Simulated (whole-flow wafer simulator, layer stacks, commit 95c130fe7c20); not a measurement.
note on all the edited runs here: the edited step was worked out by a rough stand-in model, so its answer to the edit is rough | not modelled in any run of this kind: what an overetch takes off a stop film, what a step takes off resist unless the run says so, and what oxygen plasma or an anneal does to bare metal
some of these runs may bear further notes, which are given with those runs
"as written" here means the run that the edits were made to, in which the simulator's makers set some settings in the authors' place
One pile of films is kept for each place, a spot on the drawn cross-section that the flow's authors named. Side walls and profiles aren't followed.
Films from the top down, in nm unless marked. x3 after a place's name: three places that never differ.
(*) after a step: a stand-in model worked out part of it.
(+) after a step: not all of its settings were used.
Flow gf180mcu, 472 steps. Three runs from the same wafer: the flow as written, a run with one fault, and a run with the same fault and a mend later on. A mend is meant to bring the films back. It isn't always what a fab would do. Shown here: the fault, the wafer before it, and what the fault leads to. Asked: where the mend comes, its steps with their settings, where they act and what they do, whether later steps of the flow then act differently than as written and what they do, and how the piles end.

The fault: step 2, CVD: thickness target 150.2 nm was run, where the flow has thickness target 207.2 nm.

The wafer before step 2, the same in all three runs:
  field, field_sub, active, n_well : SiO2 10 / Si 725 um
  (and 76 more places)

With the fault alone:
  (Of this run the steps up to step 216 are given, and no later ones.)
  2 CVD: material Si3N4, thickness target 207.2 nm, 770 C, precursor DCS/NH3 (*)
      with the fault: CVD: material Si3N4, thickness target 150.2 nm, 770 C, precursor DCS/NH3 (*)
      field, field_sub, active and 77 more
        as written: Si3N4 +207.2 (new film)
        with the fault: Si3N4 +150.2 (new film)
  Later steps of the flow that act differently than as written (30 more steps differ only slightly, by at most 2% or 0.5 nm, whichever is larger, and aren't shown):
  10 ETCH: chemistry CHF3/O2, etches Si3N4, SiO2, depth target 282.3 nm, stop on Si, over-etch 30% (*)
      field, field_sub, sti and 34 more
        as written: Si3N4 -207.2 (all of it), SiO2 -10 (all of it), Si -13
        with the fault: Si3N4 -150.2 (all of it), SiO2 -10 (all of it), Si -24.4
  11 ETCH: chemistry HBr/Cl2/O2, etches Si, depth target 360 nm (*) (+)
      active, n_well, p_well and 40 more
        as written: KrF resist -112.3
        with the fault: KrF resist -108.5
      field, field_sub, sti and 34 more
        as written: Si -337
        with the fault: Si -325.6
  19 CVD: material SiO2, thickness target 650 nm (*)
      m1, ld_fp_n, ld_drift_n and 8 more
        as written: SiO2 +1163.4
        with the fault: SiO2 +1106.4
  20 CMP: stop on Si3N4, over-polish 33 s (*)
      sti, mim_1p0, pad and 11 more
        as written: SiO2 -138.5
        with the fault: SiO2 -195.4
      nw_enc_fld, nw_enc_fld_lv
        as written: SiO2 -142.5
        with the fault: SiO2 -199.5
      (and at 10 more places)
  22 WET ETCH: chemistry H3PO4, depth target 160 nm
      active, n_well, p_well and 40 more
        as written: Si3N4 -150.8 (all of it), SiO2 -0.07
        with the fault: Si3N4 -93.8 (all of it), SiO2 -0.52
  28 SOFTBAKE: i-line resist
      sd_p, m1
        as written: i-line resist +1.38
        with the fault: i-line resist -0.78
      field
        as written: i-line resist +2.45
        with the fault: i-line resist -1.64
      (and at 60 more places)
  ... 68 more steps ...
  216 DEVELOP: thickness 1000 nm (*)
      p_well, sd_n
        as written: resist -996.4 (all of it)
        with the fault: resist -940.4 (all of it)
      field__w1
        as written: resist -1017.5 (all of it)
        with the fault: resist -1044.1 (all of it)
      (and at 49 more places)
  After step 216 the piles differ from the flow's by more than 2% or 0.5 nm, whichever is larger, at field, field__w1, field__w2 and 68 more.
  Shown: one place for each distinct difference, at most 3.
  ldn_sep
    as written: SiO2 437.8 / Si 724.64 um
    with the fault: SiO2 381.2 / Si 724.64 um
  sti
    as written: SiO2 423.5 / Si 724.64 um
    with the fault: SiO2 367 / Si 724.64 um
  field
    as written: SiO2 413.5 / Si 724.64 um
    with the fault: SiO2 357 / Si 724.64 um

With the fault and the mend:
  The mend comes after step 2.
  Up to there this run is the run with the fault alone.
  2a CVD: material Si3N4, thickness target 56.97 nm, 770 C, precursor DCS/NH3 (*) (the flow's step 2 once more, with other settings)
      field, field_sub, active and 77 more
        Si3N4 +57
  No later step of the flow acts differently than as written at any place that is followed.
  At the end the piles are the same as the flow's at every place that both follow.
